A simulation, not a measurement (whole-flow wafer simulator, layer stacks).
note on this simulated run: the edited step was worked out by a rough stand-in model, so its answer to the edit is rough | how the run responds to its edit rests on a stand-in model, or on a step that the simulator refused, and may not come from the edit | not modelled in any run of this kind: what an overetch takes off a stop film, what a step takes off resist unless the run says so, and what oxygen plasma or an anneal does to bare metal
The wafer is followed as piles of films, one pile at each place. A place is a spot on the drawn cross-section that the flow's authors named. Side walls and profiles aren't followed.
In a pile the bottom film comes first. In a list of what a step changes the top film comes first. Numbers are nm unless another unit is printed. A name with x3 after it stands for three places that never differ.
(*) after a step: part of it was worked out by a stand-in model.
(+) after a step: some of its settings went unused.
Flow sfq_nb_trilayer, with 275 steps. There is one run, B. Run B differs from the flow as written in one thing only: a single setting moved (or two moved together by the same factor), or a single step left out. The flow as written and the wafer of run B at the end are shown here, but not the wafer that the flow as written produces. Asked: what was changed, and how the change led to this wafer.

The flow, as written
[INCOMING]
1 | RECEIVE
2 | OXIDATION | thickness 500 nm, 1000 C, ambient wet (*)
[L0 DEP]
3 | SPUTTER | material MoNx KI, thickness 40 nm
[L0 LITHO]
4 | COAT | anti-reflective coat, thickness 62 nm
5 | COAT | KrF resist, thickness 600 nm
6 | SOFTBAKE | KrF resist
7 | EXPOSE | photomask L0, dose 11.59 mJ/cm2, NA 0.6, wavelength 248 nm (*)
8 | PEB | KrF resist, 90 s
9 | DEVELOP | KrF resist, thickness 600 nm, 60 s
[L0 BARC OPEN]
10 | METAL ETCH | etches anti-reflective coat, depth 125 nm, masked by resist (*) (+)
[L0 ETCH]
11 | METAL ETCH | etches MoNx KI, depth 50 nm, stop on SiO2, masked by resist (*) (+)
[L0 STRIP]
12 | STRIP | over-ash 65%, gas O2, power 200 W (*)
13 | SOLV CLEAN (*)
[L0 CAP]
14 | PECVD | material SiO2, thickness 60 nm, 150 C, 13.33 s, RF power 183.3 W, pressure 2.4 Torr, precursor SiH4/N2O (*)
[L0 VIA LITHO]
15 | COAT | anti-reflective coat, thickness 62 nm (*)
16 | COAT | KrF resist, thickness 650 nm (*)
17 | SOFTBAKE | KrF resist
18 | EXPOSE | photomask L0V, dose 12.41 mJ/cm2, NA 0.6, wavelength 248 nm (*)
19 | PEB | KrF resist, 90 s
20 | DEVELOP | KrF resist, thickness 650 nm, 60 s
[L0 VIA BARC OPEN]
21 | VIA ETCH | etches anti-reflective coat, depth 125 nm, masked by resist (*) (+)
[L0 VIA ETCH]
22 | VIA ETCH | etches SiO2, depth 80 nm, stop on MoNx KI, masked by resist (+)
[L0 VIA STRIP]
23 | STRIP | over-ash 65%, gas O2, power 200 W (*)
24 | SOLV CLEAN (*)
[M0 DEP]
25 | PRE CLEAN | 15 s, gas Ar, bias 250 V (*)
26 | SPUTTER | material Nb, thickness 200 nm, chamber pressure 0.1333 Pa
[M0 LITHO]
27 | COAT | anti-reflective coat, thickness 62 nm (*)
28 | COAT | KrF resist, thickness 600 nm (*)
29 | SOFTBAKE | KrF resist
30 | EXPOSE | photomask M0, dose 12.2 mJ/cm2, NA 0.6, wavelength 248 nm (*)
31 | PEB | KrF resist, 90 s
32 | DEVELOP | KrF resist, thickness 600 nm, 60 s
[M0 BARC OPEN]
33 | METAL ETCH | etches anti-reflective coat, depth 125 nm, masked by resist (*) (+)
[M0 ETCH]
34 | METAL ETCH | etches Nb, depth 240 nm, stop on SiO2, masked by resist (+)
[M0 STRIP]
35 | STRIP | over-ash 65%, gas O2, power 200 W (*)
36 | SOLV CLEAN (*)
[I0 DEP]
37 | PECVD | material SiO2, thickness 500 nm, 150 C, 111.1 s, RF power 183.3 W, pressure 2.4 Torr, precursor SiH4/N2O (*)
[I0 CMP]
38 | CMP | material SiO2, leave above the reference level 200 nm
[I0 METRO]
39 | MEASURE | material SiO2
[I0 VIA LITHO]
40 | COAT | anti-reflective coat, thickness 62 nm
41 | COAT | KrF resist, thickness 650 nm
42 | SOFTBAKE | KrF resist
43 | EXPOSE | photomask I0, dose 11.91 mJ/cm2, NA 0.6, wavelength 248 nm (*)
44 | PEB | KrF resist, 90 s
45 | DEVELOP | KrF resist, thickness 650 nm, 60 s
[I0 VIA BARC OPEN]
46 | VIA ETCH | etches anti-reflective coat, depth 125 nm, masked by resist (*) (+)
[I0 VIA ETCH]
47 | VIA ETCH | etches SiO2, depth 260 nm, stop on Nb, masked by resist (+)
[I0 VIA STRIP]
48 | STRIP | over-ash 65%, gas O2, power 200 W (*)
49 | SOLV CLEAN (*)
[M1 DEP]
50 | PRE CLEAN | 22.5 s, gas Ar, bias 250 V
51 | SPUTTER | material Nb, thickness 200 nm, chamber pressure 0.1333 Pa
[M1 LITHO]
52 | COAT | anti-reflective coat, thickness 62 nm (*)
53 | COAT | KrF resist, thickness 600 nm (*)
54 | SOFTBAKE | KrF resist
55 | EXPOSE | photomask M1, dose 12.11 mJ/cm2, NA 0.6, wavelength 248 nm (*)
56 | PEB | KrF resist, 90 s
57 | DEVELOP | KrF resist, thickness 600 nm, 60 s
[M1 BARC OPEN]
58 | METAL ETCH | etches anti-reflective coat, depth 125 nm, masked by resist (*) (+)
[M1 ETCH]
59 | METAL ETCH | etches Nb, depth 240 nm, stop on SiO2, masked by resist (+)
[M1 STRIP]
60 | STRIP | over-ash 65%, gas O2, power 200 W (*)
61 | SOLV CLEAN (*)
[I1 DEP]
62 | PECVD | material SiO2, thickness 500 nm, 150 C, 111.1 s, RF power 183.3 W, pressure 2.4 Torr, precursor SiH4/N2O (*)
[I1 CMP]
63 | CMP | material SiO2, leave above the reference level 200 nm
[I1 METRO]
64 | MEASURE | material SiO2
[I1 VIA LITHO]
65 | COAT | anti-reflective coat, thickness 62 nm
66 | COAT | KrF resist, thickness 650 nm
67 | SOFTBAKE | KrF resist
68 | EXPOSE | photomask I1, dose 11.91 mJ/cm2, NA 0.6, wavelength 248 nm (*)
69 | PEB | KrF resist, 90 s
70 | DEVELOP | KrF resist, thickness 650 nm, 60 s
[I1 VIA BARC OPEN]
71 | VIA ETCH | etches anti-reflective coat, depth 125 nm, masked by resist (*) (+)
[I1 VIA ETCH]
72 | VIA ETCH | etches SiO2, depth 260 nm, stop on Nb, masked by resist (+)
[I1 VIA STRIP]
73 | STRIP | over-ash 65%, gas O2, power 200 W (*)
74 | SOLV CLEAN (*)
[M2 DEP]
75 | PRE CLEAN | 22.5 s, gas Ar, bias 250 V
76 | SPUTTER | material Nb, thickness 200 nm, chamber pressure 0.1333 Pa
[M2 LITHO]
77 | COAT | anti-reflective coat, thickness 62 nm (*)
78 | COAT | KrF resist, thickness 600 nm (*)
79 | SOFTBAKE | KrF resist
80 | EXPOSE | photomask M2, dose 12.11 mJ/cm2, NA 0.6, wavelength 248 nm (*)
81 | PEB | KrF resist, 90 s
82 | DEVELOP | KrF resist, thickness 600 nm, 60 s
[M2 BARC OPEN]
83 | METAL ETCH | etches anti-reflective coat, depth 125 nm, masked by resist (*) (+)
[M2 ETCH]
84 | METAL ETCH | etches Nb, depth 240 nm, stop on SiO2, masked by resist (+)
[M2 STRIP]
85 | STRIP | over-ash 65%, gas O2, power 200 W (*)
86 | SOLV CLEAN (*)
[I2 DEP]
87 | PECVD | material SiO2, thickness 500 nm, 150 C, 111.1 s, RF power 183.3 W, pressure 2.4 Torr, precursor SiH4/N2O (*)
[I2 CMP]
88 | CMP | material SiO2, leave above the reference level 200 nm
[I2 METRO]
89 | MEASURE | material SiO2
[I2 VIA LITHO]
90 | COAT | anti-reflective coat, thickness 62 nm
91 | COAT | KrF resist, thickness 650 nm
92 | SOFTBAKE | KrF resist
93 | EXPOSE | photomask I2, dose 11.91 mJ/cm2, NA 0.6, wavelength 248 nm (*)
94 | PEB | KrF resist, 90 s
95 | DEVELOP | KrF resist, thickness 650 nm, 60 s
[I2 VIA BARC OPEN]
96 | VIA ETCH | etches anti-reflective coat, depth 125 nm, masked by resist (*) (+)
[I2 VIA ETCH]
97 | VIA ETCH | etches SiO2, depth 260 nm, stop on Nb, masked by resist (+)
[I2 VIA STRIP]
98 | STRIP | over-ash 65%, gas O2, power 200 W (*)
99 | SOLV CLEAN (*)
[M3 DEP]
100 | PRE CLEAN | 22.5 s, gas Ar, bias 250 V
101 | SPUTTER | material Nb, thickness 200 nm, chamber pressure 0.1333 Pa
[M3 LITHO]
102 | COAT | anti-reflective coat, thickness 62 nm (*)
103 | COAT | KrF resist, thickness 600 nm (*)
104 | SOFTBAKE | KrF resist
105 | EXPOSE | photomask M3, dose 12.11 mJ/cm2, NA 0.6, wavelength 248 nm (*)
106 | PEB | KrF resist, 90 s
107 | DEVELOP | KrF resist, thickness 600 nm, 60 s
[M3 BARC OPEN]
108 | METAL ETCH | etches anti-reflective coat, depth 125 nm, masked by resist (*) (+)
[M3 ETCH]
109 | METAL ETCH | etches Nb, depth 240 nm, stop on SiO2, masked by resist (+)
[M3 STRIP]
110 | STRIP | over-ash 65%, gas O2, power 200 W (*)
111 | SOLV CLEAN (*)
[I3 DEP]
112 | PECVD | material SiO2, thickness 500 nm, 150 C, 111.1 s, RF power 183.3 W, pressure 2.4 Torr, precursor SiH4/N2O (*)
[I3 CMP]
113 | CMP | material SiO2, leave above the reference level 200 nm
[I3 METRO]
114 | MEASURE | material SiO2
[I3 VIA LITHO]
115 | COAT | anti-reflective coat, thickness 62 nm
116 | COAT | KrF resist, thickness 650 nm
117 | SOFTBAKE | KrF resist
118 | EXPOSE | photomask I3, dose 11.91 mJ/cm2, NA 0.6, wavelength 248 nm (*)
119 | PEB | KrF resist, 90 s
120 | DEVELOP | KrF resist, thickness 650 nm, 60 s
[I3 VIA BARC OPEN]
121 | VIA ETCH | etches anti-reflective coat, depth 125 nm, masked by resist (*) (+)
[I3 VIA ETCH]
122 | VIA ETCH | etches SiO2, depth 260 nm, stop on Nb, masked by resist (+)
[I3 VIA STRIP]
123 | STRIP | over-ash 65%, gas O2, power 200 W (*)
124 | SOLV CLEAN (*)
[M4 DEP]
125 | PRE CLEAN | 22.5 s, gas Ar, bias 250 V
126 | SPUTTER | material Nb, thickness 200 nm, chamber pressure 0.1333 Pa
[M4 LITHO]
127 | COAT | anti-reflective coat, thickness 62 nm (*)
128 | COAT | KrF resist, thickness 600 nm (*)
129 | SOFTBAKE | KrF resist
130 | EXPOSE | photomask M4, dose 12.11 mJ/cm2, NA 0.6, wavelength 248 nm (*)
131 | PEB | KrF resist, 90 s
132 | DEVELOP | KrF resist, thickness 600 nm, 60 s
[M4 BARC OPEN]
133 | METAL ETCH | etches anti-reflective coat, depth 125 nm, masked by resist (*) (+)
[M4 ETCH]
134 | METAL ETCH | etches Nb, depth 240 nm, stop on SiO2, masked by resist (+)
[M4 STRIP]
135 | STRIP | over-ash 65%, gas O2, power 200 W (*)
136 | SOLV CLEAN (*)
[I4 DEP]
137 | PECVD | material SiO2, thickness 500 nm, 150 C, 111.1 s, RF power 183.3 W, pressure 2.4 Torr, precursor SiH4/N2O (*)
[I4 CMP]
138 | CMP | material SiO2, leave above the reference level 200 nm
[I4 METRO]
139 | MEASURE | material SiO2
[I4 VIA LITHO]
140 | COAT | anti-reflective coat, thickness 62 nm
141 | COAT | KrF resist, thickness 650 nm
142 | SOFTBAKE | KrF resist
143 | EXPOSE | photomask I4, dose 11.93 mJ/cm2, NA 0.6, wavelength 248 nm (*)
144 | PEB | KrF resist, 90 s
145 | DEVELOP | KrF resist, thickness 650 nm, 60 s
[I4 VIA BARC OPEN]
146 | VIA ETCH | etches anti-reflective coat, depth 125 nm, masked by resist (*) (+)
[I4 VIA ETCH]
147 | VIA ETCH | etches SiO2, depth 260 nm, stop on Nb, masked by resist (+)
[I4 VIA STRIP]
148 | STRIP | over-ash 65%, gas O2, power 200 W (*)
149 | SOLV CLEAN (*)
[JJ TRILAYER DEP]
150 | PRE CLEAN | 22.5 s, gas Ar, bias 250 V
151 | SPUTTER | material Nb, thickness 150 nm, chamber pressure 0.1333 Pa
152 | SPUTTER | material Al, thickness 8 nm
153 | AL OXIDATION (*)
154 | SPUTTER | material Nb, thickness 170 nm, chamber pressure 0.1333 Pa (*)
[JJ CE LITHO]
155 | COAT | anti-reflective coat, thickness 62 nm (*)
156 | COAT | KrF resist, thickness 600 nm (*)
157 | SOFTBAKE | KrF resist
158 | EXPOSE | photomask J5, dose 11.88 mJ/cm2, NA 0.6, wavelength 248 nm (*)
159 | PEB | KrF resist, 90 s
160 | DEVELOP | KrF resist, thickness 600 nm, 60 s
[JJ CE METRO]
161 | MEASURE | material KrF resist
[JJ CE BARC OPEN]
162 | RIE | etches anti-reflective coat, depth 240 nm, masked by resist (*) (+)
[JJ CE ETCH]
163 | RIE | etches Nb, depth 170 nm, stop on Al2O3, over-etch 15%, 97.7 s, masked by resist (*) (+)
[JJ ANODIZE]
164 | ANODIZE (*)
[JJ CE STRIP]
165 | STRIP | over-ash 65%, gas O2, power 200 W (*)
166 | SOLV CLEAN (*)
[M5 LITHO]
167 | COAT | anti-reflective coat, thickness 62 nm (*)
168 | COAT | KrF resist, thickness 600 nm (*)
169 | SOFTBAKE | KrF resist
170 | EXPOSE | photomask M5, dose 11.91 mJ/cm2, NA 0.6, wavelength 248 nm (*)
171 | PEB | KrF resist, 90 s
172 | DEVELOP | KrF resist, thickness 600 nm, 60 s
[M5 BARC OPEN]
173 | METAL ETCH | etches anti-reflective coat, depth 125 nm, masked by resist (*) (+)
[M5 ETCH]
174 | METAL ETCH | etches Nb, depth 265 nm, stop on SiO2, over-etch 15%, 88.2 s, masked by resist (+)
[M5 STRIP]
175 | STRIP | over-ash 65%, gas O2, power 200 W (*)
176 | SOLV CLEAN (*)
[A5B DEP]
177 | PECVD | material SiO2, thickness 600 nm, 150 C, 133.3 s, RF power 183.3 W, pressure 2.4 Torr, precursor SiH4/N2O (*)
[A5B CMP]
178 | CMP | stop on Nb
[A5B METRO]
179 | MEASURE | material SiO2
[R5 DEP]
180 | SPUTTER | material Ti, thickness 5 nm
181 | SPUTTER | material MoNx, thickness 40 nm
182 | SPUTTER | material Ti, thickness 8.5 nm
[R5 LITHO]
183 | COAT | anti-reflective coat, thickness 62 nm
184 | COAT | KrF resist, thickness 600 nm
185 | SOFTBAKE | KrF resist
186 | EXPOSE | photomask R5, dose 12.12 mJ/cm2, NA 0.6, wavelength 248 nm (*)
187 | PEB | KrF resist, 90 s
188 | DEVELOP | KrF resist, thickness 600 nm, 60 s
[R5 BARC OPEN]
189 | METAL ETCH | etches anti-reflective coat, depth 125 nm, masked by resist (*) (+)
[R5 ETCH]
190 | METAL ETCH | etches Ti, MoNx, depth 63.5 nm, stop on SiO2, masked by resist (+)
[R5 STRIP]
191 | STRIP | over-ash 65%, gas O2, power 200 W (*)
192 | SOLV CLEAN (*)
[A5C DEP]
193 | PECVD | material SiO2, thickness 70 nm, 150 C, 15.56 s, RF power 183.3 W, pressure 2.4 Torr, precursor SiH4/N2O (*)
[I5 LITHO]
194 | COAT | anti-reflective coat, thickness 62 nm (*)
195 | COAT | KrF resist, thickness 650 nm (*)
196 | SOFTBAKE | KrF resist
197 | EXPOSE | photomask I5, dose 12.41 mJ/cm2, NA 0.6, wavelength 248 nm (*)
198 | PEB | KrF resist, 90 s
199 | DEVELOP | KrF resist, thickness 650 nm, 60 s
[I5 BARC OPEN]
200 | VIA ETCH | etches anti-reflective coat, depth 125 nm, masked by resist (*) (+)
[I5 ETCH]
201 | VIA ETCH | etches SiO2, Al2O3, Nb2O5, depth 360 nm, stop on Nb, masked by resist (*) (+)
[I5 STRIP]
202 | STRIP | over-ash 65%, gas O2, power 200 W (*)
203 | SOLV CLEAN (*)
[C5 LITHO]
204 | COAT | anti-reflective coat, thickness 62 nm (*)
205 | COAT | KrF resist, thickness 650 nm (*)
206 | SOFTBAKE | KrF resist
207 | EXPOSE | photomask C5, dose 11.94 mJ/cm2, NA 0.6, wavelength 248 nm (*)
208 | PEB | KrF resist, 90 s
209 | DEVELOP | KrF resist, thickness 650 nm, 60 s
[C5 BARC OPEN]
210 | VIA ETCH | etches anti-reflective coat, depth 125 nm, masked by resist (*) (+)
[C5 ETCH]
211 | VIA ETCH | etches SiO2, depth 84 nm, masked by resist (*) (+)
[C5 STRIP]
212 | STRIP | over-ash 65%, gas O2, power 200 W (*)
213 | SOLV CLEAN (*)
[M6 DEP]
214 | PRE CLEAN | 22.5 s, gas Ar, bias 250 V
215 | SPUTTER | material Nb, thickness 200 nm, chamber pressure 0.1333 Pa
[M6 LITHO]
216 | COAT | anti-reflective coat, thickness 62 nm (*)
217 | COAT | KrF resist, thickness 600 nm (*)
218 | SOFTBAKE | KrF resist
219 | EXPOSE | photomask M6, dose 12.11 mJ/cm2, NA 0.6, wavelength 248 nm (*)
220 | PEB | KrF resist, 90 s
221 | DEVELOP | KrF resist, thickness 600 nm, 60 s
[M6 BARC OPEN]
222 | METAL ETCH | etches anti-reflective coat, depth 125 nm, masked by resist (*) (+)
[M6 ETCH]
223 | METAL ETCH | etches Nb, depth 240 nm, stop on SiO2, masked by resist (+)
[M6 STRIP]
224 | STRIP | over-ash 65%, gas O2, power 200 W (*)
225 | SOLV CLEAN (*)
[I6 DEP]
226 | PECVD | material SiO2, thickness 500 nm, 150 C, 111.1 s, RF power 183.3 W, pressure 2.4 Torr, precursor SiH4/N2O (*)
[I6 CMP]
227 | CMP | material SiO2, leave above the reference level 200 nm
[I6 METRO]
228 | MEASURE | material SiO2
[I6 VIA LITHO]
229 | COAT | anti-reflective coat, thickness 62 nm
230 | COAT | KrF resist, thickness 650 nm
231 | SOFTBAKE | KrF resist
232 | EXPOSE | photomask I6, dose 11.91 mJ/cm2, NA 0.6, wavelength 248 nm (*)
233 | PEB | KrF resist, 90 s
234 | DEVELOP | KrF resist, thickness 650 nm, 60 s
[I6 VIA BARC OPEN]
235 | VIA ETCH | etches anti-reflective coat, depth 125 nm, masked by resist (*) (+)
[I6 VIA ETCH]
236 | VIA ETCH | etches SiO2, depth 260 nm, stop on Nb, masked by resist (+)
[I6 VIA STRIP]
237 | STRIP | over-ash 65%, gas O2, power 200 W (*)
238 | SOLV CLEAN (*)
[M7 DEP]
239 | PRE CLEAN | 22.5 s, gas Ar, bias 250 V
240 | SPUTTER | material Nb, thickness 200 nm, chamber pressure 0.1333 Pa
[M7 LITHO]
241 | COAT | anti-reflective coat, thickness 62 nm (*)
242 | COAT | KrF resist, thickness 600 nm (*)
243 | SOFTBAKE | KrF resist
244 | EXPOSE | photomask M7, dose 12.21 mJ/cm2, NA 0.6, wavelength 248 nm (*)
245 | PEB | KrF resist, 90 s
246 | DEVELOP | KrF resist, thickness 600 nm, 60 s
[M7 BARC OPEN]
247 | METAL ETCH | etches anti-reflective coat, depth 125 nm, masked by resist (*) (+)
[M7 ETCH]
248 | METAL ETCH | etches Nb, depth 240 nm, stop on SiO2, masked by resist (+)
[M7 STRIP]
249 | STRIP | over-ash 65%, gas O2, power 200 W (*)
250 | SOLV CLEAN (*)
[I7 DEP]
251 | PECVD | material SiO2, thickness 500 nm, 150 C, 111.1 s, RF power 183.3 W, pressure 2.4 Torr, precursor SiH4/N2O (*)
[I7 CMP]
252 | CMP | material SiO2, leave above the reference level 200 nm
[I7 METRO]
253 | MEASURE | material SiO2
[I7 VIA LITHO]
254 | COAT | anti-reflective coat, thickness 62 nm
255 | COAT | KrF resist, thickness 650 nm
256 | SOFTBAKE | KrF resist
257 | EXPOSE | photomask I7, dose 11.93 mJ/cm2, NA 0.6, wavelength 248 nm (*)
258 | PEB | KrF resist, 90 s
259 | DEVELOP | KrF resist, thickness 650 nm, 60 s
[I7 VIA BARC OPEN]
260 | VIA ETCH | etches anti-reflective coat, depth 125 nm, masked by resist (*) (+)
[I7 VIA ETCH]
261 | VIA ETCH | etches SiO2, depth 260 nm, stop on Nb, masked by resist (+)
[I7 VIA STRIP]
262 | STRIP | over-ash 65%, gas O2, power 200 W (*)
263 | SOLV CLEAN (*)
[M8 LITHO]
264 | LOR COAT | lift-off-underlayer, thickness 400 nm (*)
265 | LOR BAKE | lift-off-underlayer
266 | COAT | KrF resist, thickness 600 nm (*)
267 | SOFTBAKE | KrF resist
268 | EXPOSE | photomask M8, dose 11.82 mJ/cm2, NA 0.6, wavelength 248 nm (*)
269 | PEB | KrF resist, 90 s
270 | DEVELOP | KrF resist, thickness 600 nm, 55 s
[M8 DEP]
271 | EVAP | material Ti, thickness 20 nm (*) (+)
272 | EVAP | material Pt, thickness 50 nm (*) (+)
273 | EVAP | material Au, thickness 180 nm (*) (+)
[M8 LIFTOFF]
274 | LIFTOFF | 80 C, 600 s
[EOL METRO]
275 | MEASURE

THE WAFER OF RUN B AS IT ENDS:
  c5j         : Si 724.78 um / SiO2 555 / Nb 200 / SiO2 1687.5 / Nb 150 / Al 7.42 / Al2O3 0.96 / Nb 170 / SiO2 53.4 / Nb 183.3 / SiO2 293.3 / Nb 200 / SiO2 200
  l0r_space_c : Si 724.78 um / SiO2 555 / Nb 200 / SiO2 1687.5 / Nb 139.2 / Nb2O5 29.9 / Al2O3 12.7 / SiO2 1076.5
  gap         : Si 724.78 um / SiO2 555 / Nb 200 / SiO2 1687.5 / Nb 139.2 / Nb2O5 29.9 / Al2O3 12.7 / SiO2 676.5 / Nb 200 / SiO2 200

The reason: step 137, PECVD: thickness 325 nm was run, while the flow as written has thickness 500 nm; step 137, PECVD: 72.22 s was run, where the flow has 111.1 s.

Step by step, how the change led to this:
  137 | PECVD | material SiO2, thickness 500 nm, 150 C, 111.1 s, RF power 183.3 W, pressure 2.4 Torr, precursor SiH4/N2O (*)
      field_l, be, be_sur and 55 more: +325 SiO2 (as written it would have been: +500 SiO2)
      v_sur, via_wl, via_w and 35 more: +325 SiO2 (new film) (as written it would have been: +500 SiO2 (new film))
      (and at 10 other places as well)
  138 | CMP | material SiO2, leave above the reference level 200 nm
      field_l, be, be_sur and 55 more: nothing (as written it would have been: -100 SiO2)
      p3_s0, p3_s1, p3_s2, p3_s3, p3_s4, p3_s5: nothing (as written it would have been: -157.1 SiO2)
      (and at 42 other places as well)
  140 | COAT | anti-reflective coat, thickness 62 nm
      m0r_line_l, m0r_line_r, m6r_line_l, m6r_line_r, m7r_line_l, m7r_line_r: +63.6 anti-reflective coat (new film) (as written it would have been: +62 anti-reflective coat (new film))
      ln_m5, p3_l1, p3_l2, p3_l3, p3_l4: +50.7 anti-reflective coat (new film) (as written it would have been: +62 anti-reflective coat (new film))
      (and at 77 other places as well)
  141 | COAT | KrF resist, thickness 650 nm
      m0r_line_l, m6r_line_l, m7r_line_l: +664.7 KrF resist (new film) (as written it would have been: +650 KrF resist (new film))
      m0r_line_r, m6r_line_r, m7r_line_r: +664.6 KrF resist (new film) (as written it would have been: +650 KrF resist (new film))
      (and at 37 other places as well)
  145 | DEVELOP | KrF resist, thickness 650 nm, 60 s
      via_wl: -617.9 KrF resist (all of it) (as written it would have been: -648.6 KrF resist (all of it))
      via_w: -621.5 KrF resist (all of it) (as written it would have been: -648.6 KrF resist (all of it))
      (and at 1 other place as well)
  146 | VIA ETCH | etches anti-reflective coat, depth 125 nm, masked by resist (*) (+)
      field_l, v_sur, via_sp and 100 more: -46.8 KrF resist (as written it would have been: -51.7 KrF resist)
      via_wl, via_wr: -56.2 anti-reflective coat (all of it), -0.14 SiO2 (as written it would have been: -62 anti-reflective coat (all of it), -0.16 SiO2)
      (and at 1 other place as well)
  148 | STRIP | over-ash 65%, gas O2, power 200 W (*)
      m0r_line_l, m0r_line_r, m6r_line_l, m6r_line_r, m7r_line_l, m7r_line_r: -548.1 KrF resist (all of it), -63.6 anti-reflective coat (all of it) (as written it would have been: -528.6 KrF resist (all of it), -62 anti-reflective coat (all of it))
      m0r_space_l, m6r_space_l, m7r_space_l: -541.9 KrF resist (all of it), -72.8 anti-reflective coat (all of it) (as written it would have been: -528.6 KrF resist (all of it), -62 anti-reflective coat (all of it))
      (and at 79 other places as well)
  151 | SPUTTER | material Nb, thickness 150 nm, chamber pressure 0.1333 Pa
      be, lsp_l: +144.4 Nb (new film) (as written it would have been: +150 Nb (new film))
      via_v: +127.7 Nb (new film) (as written it would have been: +150 Nb (new film))
  152 | SPUTTER | material Al, thickness 8 nm
      via_v: +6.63 Al (new film) (as written it would have been: +8 Al (new film))
  154 | SPUTTER | material Nb, thickness 170 nm, chamber pressure 0.1333 Pa (*)
      be, lsp_l: +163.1 Nb (new film) (as written it would have been: +170 Nb (new film))
      via_v: +140.1 Nb (new film) (as written it would have been: +170 Nb (new film))
  155 | COAT | anti-reflective coat, thickness 62 nm (*)
      m0r_line_l, m0r_line_r, m6r_line_l, m6r_line_r, m7r_line_l, m7r_line_r: +63.6 anti-reflective coat (new film) (as written it would have been: +62 anti-reflective coat (new film))
      m0r_space_l, m0r_space_r, m6r_space_l, m6r_space_r, m7r_space_l, m7r_space_r: +70.9 anti-reflective coat (new film) (as written it would have been: +62 anti-reflective coat (new film))
      (and at 72 other places as well)
  156 | COAT | KrF resist, thickness 600 nm (*)
      m0r_line_l, m0r_line_r, m6r_line_l, m6r_line_r, m7r_line_l, m7r_line_r: +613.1 KrF resist (new film) (as written it would have been: +600 KrF resist (new film))
      ln_m5, lsp_m: +565.9 KrF resist (new film) (as written it would have been: +599.2 KrF resist (new film))
      (and at 48 other places as well)
  160 | DEVELOP | KrF resist, thickness 600 nm, 60 s
      m0r_line_l, m0r_line_r, m6r_line_l, m6r_line_r, m7r_line_l, m7r_line_r: -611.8 KrF resist (all of it) (as written it would have been: -598.7 KrF resist (all of it))
      wl_e_m5, m5r_linepad_l, m5r_linepad_r: -582.9 KrF resist (all of it) (as written it would have been: -598.7 KrF resist (all of it))
      (and at 47 other places as well)
  162 | RIE | etches anti-reflective coat, depth 240 nm, masked by resist (*) (+)
      m0r_line_l, m0r_line_r, m6r_line_l, m6r_line_r, m7r_line_l, m7r_line_r: -63.6 anti-reflective coat (all of it) (as written it would have been: -62 anti-reflective coat (all of it))
      m0r_space_l, m0r_space_r, m6r_space_l, m6r_space_r, m7r_space_l, m7r_space_r: -70.9 anti-reflective coat (all of it) (as written it would have been: -62 anti-reflective coat (all of it))
      (and at 71 other places as well)
  163 | RIE | etches Nb, depth 170 nm, stop on Al2O3, over-etch 15%, 97.7 s, masked by resist (*) (+)
      via_v: -140.1 Nb (all of it), -0.96 Al2O3 (all of it) (as written it would have been: -170 Nb (all of it), -0.51 Al2O3)
      be, lsp_l: -163.1 Nb (all of it), -0.65 Al2O3 (as written it would have been: -170 Nb (all of it), -0.51 Al2O3)
  164 | ANODIZE (*)
      via_v: +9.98 Al2O3 (new film), +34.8 Nb2O5 (new film), -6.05 Al (all of it), -12.5 Nb (as written it would have been: +12.2 Al2O3, +29.9 Nb2O5 (new film), -7.42 Al (all of it), -10.8 Nb)
      lsp_r, l0_sur, l0v: +11.9 Al2O3, +30.6 Nb2O5 (new film), -7.23 Al (all of it), -11 Nb (as written it would have been: +12.2 Al2O3, +29.9 Nb2O5 (new film), -7.42 Al (all of it), -10.8 Nb)
      (and at 2 other places as well)
  ... another 46 steps ...
  274 | LIFTOFF | 80 C, 600 s
      be: -180 Au (all of it), -50 Pt (all of it), -20 Ti (all of it), -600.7 KrF resist (all of it), -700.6 lift-off-underlayer (all of it) (as written it would have been: -180 Au (all of it), -50 Pt (all of it), -20 Ti (all of it), -572.1 KrF resist (all of it), -398.5 lift-off-underlayer (all of it))
      be_sur: -180 Au (all of it), -50 Pt (all of it), -20 Ti (all of it), -582.6 KrF resist (all of it), -376.9 lift-off-underlayer (all of it) (as written it would have been: -180 Au (all of it), -50 Pt (all of it), -20 Ti (all of it), -572.6 KrF resist (all of it), -398.9 lift-off-underlayer (all of it))
Taking metal films that touch as one body, c5j has 5 bodies (between them, from the top down: SiO2 293.3; SiO2 53.4; Al2O3 0.96; SiO2 1687.5); the flow as written gives 4 bodies (between them, from the top down: SiO2 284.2; Al2O3 0.96; SiO2 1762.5).
